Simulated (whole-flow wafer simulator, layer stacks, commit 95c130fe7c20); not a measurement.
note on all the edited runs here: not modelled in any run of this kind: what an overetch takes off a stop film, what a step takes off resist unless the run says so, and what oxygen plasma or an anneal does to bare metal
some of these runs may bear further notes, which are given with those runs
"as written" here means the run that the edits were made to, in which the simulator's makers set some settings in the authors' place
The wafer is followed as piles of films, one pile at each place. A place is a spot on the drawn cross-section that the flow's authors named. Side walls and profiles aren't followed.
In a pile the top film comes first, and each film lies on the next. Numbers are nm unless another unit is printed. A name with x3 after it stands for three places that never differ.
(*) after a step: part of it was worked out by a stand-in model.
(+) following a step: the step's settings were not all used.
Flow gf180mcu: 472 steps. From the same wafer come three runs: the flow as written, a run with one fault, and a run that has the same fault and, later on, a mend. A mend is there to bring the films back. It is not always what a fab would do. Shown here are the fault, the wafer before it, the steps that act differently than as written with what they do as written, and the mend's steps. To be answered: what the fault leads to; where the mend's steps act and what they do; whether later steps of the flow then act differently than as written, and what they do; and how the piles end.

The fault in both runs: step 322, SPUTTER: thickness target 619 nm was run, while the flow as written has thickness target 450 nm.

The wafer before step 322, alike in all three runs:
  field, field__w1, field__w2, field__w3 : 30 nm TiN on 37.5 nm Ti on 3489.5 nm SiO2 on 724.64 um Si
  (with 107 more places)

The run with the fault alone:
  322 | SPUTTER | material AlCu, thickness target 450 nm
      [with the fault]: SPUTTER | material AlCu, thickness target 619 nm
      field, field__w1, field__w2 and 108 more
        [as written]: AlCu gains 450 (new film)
        [with the fault]: AlCu gains 619 (new film)
  Later steps of the flow acting differently than as written:
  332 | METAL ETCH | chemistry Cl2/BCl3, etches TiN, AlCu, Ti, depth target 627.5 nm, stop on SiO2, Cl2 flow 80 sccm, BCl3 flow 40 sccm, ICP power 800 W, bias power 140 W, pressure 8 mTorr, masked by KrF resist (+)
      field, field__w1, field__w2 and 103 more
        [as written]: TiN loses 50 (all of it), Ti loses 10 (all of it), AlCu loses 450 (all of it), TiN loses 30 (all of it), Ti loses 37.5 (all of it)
        [with the fault]: TiN loses 50 (all of it), Ti loses 10 (all of it), AlCu loses 567.5
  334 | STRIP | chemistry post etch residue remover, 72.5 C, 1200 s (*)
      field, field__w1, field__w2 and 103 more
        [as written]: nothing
        [with the fault]: AlCu loses 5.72
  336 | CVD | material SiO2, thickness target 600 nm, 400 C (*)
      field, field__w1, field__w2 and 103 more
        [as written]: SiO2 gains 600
        [with the fault]: SiO2 gains 600 (new film)
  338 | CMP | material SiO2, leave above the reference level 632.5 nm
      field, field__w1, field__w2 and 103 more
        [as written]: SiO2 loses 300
        [with the fault]: SiO2 loses 244.3
  By the end, the piles at field, field__w1, field__w2 and 109 more depart from the flow's by more than 2% or 0.5 nm, whichever is larger.
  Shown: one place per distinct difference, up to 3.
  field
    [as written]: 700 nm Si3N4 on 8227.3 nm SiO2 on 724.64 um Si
    [with the fault]: 700 nm Si3N4 on 4793.5 nm SiO2 on 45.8 nm AlCu on 30 nm TiN on 37.5 nm Ti on 3489.5 nm SiO2 on 724.64 um Si
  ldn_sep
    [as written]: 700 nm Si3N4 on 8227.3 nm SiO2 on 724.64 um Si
    [with the fault]: 700 nm Si3N4 on 4793.5 nm SiO2 on 45.8 nm AlCu on 30 nm TiN on 37.5 nm Ti on 3489.4 nm SiO2 on 724.64 um Si
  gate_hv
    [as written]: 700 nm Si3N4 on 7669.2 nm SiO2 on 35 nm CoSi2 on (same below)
    [with the fault]: 700 nm Si3N4 on 4793.5 nm SiO2 on 45.8 nm AlCu on 30 nm TiN on 37.5 nm Ti on 2931.3 nm SiO2 on 35 nm CoSi2 on (same below)

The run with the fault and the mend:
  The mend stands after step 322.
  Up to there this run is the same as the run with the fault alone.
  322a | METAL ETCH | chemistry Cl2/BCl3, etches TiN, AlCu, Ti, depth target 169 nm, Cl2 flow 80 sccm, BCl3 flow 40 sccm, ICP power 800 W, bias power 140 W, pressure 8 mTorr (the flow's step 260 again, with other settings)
      field, field__w1, field__w2 and 108 more
        AlCu loses 169
  Later steps of the flow that are run all act as written at every place that is followed.
  At every place that both follow, the piles at the end match the flow's.
